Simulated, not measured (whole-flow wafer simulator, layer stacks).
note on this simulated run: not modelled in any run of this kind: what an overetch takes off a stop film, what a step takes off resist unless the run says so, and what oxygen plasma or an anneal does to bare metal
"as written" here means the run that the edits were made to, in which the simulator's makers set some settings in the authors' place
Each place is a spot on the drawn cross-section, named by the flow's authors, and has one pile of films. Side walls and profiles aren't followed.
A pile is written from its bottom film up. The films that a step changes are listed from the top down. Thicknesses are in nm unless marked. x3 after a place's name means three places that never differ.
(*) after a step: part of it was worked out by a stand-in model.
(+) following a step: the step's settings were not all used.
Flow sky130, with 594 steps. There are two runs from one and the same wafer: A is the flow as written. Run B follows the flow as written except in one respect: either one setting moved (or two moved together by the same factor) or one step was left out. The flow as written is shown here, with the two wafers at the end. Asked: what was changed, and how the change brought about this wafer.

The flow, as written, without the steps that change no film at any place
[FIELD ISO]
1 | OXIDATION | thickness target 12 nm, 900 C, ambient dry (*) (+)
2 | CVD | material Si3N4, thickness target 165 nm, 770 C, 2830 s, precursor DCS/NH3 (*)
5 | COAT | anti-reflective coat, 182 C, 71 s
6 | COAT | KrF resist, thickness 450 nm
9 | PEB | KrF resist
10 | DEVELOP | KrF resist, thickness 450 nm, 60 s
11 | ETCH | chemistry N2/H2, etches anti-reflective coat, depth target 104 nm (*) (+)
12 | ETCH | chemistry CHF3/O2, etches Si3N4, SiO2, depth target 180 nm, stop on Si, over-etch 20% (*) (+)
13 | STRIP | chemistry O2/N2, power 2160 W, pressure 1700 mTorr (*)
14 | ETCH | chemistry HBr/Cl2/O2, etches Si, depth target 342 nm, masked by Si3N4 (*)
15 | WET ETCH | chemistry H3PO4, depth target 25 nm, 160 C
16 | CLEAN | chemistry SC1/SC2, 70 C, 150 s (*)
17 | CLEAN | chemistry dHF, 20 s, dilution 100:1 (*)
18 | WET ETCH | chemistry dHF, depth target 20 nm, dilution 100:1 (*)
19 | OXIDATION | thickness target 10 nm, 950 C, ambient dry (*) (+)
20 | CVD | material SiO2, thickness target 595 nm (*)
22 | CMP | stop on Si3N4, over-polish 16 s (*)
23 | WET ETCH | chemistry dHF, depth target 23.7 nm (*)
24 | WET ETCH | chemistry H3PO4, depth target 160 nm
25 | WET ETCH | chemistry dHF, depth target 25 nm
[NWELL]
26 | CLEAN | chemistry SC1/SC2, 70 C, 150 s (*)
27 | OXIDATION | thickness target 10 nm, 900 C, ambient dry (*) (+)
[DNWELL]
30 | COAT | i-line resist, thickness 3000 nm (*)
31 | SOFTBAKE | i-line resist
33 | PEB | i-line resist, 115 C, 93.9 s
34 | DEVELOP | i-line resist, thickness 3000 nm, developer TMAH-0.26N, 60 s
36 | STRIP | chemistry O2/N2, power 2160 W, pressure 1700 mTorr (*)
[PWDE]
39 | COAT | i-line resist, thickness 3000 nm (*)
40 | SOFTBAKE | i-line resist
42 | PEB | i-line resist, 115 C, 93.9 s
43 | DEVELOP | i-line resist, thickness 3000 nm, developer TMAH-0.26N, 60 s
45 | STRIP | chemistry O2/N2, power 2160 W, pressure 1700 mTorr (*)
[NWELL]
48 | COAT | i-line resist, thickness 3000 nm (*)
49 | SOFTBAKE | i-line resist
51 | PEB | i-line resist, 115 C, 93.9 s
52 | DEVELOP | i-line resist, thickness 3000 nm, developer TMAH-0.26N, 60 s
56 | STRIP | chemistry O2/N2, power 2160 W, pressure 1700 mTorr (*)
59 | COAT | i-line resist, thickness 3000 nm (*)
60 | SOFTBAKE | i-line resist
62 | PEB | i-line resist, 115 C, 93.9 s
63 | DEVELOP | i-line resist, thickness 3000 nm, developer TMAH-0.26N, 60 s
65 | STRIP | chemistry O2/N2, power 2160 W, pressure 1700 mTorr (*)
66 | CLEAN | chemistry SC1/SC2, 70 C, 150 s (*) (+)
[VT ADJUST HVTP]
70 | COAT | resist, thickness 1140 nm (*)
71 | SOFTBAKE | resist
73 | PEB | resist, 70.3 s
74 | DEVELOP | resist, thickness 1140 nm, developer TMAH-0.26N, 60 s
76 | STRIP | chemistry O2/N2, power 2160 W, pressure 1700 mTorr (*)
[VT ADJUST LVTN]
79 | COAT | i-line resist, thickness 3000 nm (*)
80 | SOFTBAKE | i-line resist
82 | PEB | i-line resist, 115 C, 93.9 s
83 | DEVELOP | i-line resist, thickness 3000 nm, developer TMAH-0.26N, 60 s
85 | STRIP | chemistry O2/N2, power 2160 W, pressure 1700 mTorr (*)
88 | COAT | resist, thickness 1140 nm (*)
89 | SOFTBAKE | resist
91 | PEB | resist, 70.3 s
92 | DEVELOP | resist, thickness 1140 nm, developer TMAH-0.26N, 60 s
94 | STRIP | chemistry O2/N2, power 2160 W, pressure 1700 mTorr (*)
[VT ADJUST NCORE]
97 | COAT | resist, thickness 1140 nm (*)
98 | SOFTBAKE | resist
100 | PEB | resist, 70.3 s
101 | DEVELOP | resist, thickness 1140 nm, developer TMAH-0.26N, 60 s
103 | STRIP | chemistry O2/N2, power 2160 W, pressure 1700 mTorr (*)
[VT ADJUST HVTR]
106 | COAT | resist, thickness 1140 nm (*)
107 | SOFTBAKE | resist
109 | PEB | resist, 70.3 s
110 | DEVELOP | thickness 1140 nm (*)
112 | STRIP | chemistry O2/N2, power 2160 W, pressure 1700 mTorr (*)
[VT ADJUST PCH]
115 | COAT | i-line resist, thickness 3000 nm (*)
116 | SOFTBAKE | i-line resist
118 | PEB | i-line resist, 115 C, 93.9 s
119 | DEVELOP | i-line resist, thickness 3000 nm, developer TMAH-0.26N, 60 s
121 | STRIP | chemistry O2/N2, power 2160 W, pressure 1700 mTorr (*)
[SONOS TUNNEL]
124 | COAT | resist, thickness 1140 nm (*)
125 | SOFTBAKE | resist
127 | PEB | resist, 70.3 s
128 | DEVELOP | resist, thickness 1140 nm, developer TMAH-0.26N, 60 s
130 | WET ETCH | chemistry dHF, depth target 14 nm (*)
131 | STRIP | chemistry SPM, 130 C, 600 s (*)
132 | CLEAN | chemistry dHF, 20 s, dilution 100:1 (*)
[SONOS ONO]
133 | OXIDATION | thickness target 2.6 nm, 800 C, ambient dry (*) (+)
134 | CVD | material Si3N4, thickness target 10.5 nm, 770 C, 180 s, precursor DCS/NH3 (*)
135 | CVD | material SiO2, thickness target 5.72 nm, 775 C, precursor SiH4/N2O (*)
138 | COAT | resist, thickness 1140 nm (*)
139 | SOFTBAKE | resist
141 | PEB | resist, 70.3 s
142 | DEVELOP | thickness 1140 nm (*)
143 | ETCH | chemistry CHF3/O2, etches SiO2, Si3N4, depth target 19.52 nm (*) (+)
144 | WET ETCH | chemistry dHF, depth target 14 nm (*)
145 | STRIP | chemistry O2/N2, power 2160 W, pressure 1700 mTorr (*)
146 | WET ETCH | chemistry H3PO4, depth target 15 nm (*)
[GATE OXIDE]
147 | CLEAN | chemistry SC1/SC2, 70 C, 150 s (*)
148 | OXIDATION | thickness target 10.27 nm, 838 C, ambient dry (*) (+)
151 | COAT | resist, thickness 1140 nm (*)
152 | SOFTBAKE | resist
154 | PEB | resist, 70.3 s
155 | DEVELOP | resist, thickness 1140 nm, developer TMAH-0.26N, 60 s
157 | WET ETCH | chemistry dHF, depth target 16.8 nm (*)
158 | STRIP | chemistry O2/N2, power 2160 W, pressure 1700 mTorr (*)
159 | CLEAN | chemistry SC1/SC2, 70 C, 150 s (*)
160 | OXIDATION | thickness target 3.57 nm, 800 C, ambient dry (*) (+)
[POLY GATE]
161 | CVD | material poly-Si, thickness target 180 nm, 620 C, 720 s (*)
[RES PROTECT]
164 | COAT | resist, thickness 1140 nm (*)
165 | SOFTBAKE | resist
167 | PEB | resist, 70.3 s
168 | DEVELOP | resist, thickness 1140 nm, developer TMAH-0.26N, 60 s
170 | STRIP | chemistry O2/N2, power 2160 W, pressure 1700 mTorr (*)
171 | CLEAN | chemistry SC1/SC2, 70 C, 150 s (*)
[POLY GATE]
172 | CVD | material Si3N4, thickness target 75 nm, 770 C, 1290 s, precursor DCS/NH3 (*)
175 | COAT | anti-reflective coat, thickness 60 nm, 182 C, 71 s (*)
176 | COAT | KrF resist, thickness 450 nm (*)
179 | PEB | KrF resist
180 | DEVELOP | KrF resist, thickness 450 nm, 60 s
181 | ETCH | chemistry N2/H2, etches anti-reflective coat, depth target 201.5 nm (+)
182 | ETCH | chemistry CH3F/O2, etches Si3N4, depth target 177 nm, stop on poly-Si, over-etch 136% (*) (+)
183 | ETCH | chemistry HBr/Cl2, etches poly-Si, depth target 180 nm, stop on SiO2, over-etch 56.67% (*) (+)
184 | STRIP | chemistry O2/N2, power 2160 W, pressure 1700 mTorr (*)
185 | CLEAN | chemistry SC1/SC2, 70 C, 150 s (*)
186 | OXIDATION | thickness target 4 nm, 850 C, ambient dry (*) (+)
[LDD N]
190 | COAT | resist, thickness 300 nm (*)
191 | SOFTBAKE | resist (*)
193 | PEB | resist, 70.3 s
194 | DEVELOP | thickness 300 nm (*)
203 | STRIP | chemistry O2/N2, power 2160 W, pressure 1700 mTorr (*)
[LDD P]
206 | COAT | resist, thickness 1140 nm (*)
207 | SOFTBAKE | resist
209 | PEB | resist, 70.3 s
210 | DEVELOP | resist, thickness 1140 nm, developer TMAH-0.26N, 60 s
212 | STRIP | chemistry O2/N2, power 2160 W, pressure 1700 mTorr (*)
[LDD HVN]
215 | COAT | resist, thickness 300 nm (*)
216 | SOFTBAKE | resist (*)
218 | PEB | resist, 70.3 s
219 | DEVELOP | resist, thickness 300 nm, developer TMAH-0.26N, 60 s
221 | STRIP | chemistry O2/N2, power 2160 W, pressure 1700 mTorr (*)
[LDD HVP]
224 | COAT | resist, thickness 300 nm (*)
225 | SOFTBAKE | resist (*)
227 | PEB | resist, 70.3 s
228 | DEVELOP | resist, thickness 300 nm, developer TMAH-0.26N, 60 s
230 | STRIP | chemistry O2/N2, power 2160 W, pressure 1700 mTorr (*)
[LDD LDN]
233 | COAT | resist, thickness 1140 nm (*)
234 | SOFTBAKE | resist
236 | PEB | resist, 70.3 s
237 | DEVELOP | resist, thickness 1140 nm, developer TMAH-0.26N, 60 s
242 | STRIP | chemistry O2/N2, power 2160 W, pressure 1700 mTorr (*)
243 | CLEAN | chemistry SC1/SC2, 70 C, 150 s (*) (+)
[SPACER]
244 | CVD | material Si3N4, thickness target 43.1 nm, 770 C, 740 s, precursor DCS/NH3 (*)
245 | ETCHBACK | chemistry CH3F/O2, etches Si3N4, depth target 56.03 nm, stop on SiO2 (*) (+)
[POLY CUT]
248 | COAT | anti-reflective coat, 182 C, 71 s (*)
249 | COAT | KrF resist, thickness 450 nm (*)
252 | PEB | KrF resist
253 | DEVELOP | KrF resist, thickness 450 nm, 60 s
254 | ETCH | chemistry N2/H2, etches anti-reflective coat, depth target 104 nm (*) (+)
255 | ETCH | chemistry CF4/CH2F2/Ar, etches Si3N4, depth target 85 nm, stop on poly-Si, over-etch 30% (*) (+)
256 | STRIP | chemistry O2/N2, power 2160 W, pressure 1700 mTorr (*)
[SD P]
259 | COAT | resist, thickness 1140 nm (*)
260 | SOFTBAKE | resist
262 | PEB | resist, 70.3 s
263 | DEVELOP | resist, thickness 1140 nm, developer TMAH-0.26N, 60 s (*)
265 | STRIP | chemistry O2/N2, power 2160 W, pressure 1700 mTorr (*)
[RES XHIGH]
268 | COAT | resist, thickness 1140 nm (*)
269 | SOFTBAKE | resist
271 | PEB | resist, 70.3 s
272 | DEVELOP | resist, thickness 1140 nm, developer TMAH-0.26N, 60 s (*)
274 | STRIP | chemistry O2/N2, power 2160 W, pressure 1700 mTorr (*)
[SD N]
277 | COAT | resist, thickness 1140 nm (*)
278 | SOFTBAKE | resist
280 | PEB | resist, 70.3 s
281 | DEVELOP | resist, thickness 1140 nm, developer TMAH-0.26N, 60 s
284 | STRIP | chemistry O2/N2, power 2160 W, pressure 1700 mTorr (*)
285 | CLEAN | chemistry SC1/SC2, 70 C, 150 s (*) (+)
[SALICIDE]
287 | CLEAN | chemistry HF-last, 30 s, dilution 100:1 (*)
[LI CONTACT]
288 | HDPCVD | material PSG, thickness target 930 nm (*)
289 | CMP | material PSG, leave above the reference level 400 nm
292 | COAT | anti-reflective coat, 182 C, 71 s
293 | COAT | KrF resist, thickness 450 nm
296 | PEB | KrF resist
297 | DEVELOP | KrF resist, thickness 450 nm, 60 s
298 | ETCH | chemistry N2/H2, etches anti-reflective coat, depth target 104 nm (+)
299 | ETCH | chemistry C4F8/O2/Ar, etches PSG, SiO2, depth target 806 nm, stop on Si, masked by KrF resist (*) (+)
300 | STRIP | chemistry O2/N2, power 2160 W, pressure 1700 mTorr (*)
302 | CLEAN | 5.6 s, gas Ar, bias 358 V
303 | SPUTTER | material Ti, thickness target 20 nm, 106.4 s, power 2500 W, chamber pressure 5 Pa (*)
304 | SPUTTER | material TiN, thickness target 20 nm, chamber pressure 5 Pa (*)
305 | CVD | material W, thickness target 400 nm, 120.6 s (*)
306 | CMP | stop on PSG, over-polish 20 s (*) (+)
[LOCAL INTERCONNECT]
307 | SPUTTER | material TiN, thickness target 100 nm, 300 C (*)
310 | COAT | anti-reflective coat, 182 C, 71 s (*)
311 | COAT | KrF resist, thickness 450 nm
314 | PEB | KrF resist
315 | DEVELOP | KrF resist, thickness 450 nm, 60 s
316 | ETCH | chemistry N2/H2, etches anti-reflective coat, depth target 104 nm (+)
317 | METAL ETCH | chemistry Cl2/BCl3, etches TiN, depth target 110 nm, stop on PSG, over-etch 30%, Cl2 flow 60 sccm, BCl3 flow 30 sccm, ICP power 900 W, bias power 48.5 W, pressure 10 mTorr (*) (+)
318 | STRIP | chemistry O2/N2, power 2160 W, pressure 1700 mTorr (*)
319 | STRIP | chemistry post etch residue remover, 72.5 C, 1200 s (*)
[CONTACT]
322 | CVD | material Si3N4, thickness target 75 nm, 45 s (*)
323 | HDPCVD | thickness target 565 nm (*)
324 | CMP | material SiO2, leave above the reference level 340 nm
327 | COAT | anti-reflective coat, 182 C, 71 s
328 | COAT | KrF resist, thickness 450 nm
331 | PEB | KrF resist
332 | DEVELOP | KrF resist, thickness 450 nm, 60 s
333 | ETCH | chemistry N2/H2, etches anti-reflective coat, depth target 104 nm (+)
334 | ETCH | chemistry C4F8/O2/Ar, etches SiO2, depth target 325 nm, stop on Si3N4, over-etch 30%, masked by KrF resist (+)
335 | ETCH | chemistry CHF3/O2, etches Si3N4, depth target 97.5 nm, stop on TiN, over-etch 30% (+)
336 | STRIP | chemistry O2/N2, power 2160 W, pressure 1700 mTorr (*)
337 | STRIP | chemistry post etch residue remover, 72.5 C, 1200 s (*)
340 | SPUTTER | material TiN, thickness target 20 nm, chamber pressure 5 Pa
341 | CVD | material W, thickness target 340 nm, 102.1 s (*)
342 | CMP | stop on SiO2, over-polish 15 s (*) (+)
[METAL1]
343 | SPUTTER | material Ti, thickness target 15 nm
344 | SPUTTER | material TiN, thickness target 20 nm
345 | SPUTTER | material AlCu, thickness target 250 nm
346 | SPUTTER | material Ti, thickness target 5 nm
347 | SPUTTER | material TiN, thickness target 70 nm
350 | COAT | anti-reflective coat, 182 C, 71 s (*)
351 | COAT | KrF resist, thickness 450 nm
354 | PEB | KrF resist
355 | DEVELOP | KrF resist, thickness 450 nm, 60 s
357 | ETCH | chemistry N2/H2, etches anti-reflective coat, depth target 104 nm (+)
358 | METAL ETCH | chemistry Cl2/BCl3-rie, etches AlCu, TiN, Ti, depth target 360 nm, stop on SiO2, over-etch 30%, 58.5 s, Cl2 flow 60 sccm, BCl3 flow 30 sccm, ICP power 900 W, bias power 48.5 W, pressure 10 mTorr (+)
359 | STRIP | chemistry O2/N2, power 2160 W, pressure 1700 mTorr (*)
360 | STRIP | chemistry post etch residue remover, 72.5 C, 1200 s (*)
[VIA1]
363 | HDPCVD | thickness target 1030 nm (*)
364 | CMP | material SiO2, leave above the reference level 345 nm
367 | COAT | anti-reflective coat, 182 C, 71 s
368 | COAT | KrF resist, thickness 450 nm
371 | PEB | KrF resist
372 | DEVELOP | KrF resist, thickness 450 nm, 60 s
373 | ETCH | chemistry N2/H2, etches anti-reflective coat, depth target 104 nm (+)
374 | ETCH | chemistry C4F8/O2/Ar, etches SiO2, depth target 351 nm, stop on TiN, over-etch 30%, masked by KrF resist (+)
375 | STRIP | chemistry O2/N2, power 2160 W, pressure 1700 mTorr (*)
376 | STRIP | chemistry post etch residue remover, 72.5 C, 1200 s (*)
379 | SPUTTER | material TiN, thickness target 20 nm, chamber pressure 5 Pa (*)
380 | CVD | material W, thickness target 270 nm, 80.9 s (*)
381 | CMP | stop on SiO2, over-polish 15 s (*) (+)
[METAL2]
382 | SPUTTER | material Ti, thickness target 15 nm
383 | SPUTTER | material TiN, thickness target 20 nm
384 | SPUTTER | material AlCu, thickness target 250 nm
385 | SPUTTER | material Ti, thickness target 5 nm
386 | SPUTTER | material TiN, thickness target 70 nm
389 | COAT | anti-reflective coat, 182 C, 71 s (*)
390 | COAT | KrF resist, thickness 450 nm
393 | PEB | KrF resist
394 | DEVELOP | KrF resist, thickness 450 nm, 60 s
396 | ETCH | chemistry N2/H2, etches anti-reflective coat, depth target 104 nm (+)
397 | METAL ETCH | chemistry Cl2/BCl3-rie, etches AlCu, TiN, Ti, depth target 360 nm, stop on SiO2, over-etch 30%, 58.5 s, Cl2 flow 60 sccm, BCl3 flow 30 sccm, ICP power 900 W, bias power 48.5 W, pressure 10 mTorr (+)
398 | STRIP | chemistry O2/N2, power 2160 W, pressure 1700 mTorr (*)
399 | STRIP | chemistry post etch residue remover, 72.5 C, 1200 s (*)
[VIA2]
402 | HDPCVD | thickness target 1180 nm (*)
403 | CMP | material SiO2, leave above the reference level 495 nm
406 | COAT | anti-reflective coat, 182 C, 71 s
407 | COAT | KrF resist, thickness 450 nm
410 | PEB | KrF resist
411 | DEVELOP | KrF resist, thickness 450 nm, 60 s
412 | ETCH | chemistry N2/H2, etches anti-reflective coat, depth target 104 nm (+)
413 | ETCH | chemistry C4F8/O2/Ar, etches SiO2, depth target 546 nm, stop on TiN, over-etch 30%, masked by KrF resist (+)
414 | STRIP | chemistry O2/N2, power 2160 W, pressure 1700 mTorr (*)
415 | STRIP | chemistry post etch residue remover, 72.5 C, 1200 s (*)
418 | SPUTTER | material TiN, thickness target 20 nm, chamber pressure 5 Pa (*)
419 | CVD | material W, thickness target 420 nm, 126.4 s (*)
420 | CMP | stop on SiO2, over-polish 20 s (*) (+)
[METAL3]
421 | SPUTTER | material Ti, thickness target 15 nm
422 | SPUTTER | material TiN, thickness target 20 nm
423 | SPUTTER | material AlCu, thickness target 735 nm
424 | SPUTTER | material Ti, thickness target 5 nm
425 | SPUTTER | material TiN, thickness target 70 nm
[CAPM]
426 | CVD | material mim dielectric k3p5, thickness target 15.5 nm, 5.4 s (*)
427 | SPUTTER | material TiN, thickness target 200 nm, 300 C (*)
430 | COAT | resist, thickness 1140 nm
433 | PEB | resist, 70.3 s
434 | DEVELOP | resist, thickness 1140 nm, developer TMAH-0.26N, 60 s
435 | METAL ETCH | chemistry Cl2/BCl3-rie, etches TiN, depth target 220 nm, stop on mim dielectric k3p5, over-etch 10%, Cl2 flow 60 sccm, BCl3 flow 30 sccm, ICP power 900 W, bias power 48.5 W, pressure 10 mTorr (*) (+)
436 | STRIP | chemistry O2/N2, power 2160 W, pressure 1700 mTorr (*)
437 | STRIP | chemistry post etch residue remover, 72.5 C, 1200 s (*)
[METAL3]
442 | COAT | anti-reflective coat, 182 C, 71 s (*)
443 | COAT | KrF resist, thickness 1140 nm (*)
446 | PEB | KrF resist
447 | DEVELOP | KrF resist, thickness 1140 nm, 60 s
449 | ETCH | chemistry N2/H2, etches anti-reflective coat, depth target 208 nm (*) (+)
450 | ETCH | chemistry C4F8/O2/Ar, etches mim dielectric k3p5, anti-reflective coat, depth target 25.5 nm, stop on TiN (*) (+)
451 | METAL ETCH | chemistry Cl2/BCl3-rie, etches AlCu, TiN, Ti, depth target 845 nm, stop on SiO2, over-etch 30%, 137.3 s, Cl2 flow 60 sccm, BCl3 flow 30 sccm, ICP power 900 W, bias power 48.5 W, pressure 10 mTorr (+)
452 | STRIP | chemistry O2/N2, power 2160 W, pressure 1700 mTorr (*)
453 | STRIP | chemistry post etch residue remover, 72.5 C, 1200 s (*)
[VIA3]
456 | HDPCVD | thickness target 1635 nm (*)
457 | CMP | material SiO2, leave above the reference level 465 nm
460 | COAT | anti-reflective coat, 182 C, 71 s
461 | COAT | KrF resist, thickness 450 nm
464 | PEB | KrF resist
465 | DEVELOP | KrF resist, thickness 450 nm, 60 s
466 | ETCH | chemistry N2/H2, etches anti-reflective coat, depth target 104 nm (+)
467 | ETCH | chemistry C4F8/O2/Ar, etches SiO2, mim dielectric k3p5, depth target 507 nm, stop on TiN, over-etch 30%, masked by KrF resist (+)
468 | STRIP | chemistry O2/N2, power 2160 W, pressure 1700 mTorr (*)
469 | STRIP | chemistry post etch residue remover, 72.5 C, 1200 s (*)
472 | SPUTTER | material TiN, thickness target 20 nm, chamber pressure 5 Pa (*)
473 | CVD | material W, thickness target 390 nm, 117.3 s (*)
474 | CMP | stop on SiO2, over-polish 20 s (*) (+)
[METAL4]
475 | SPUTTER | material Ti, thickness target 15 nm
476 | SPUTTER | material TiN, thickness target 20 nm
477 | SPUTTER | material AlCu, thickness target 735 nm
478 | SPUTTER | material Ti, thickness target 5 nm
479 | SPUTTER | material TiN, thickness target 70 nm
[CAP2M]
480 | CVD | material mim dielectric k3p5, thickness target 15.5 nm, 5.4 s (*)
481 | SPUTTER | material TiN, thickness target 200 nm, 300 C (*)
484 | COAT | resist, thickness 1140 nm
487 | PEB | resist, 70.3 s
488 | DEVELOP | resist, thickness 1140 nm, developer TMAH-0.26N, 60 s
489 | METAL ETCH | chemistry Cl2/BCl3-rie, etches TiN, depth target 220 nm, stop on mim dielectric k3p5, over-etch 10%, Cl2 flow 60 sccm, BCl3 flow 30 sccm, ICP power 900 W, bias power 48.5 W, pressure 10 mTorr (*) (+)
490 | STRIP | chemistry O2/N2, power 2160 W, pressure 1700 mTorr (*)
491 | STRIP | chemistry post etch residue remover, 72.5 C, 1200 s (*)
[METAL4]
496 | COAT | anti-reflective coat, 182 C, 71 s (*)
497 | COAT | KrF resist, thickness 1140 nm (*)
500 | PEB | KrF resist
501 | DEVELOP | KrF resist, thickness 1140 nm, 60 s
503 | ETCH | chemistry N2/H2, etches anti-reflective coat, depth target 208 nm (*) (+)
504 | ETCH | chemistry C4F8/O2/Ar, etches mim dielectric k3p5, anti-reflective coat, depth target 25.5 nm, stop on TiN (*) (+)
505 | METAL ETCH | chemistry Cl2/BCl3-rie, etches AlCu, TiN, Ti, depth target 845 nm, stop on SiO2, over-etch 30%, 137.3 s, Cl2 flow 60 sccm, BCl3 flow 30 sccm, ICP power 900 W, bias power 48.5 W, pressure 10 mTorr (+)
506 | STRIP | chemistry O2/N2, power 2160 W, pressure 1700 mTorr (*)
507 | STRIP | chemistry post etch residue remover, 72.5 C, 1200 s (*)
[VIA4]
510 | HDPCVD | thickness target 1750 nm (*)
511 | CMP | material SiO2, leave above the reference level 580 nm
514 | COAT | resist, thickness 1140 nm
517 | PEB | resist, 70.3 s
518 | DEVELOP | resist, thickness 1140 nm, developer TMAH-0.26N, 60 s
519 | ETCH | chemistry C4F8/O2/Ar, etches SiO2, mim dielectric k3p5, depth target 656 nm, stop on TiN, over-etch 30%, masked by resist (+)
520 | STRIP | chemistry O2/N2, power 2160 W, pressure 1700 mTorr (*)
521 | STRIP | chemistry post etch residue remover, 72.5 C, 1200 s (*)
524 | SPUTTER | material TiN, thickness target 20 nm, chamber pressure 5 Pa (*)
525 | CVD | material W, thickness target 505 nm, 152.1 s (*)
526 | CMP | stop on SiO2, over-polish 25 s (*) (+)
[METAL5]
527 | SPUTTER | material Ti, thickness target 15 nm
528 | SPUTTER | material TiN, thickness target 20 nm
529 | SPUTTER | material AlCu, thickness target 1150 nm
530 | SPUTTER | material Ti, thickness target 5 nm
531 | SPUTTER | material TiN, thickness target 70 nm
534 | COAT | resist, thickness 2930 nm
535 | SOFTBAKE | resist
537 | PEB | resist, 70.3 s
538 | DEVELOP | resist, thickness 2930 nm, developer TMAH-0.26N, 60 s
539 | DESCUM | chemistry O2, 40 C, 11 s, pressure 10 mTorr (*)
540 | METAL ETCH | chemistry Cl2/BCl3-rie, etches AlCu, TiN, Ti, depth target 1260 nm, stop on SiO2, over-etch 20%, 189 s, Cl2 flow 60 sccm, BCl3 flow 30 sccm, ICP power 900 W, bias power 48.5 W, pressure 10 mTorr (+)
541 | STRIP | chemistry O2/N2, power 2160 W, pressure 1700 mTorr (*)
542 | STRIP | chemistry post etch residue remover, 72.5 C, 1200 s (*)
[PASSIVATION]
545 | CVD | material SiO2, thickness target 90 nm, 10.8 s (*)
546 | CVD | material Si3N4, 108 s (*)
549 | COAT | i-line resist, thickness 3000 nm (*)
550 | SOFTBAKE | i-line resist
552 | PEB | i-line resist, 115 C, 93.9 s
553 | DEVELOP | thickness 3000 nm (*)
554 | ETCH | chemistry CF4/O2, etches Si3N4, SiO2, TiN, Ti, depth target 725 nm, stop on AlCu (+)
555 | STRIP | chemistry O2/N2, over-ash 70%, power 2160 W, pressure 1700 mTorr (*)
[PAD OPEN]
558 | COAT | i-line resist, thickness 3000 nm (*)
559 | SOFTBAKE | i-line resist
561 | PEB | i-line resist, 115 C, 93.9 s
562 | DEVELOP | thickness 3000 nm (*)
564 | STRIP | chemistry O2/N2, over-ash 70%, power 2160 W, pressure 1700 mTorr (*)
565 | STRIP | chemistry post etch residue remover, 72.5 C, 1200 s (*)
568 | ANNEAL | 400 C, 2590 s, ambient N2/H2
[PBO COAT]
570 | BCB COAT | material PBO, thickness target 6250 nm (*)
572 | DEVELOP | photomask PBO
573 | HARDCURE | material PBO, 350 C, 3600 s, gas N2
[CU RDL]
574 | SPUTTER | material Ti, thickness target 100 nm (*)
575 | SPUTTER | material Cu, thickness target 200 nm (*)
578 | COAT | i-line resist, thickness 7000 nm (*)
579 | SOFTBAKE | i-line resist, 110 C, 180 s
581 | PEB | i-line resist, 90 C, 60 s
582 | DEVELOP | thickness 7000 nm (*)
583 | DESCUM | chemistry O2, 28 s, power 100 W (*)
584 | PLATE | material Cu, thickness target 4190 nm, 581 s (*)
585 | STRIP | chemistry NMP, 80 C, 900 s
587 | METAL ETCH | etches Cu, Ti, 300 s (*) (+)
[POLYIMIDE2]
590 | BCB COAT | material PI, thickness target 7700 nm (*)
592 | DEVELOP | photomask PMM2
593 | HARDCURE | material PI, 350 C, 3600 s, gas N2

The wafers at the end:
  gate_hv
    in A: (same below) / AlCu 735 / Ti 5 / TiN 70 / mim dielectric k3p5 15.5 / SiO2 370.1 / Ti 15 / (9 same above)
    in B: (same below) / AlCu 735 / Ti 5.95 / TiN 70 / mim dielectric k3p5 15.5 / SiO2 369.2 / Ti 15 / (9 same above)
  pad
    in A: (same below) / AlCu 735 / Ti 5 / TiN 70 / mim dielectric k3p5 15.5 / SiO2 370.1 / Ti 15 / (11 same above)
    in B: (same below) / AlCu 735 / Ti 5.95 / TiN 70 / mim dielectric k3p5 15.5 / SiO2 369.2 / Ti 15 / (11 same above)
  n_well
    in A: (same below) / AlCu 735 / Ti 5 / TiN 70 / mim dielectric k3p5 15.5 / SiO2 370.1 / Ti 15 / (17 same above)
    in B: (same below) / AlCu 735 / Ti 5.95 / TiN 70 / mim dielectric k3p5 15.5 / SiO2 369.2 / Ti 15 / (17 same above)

What caused this: step 424, SPUTTER: thickness target 5.95 nm was run, whereas the flow has thickness target 5 nm.
The wafer lets one read it off: gate_hv has Ti 5.95, and step 424 as written asks for 5 nm.

How this came from the change, step by step:
  424 | SPUTTER | material Ti, thickness target 5 nm
      field, active, n_well and 188 more: A Ti gains 5 (new film) | B Ti gains 5.95 (new film)
  451 | METAL ETCH | chemistry Cl2/BCl3-rie, etches AlCu, TiN, Ti, depth target 845 nm, stop on SiO2, over-etch 30%, 137.3 s, Cl2 flow 60 sccm, BCl3 flow 30 sccm, ICP power 900 W, bias power 48.5 W, pressure 10 mTorr (+)
      field, gate, spacer and 68 more: A TiN loses 70 (all of it), Ti loses 5 (all of it), AlCu loses 735 (all of it), TiN loses 20 (all of it), Ti loses 15 (all of it), SiO2 loses 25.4 | B TiN loses 70 (all of it), Ti loses 5.95 (all of it), AlCu loses 735 (all of it), TiN loses 20 (all of it), Ti loses 15 (all of it), SiO2 loses 25.3
      active, vpp_ln, vpp_iso2 and 11 more: A TiN loses 70 (all of it), Ti loses 5 (all of it), AlCu loses 735 (all of it), TiN loses 20 (all of it), Ti loses 15 (all of it), SiO2 loses 25.3 | B TiN loses 70 (all of it), Ti loses 5.95 (all of it), AlCu loses 735 (all of it), TiN loses 20 (all of it), Ti loses 15 (all of it), SiO2 loses 25.3
